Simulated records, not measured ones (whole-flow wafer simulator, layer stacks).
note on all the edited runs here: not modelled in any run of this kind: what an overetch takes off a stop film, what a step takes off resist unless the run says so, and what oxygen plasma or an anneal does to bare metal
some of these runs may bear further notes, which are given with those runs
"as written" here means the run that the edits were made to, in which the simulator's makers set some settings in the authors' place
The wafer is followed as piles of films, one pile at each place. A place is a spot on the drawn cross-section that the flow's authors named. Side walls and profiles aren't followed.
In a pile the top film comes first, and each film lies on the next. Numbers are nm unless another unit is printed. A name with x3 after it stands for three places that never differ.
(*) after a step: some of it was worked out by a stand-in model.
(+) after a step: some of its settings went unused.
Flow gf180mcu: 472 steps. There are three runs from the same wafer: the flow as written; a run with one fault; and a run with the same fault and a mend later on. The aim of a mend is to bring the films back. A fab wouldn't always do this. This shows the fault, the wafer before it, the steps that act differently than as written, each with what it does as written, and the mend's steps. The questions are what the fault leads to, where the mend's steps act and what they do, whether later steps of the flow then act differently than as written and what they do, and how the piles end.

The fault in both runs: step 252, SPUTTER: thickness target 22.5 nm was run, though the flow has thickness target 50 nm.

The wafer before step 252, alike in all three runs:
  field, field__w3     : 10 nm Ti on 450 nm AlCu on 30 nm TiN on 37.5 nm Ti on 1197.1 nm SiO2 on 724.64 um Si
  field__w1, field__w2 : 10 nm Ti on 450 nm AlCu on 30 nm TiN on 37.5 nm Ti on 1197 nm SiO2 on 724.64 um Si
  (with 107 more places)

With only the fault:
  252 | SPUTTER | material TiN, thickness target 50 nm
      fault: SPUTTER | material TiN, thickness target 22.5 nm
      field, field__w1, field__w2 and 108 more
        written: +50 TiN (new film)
        fault: +22.5 TiN (new film)
  Steps further on in the flow that do not act as written (not shown: 2 more steps that differ only slightly, by at most 2% or 0.5 nm, whichever is larger):
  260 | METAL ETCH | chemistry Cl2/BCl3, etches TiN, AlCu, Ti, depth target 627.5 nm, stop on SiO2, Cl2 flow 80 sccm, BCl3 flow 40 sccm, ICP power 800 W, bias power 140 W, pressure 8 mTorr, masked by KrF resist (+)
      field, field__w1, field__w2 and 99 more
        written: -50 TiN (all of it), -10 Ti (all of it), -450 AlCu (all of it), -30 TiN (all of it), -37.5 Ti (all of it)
        fault: -22.5 TiN (all of it), -10 Ti (all of it), -450 AlCu (all of it), -30 TiN (all of it), -37.5 Ti (all of it)
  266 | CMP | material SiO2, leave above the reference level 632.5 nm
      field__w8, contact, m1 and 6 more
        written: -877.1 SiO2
        fault: -849.6 SiO2
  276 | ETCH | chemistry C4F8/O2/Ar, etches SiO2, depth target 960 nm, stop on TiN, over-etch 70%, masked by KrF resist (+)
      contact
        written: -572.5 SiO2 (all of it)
        fault: -600 SiO2 (all of it)
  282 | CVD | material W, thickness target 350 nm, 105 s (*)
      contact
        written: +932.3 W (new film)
        fault: +960 W (new film)
  By the end, the piles at field__w8, contact, m1 and 6 more depart from the flow's by more than 2% or 0.5 nm, whichever is larger.
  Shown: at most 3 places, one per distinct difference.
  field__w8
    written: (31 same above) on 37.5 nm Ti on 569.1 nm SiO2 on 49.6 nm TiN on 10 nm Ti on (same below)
    fault: (31 same above) on 37.5 nm Ti on 596.6 nm SiO2 on 22.1 nm TiN on 10 nm Ti on (same below)
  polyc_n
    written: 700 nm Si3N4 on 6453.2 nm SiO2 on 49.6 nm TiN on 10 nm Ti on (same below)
    fault: 700 nm Si3N4 on 6480.7 nm SiO2 on 22.1 nm TiN on 10 nm Ti on (same below)
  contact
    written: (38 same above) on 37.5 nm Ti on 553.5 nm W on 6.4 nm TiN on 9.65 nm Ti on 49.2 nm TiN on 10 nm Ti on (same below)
    fault: (38 same above) on 37.5 nm Ti on 581.3 nm W on 6.3 nm TiN on 9.5 nm Ti on 21.7 nm TiN on 10 nm Ti on (same below)

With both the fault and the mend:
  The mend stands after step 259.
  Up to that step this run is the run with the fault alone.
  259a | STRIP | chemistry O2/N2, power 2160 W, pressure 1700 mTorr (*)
      field__w8, contact, m1 and 6 more
        -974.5 KrF resist (all of it)
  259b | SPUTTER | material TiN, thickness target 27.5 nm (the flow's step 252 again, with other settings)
      field, field__w1, field__w2 and 108 more
        +27.5 TiN
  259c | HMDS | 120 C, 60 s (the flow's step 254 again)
      alters no film at any place that is followed
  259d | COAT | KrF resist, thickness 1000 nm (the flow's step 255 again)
      field, field__w1, field__w2 and 108 more
        +1000 KrF resist (new film)
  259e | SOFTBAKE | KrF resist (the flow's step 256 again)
      alters no film at any place that is followed
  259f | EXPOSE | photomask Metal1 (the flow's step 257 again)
      alters no film at any place that is followed
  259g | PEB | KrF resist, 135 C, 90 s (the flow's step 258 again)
      field, field__w1, field__w2 and 108 more
        -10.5 KrF resist
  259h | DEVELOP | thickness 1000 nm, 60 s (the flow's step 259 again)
      field, field__w1, field__w2 and 99 more
        -989.5 KrF resist (all of it)
      field__w8, contact, m1 and 6 more
        -14.9 KrF resist
  Every later step of the flow that is run acts as written at every place that is followed.
  At every place that both follow, the piles at the end match the flow's.
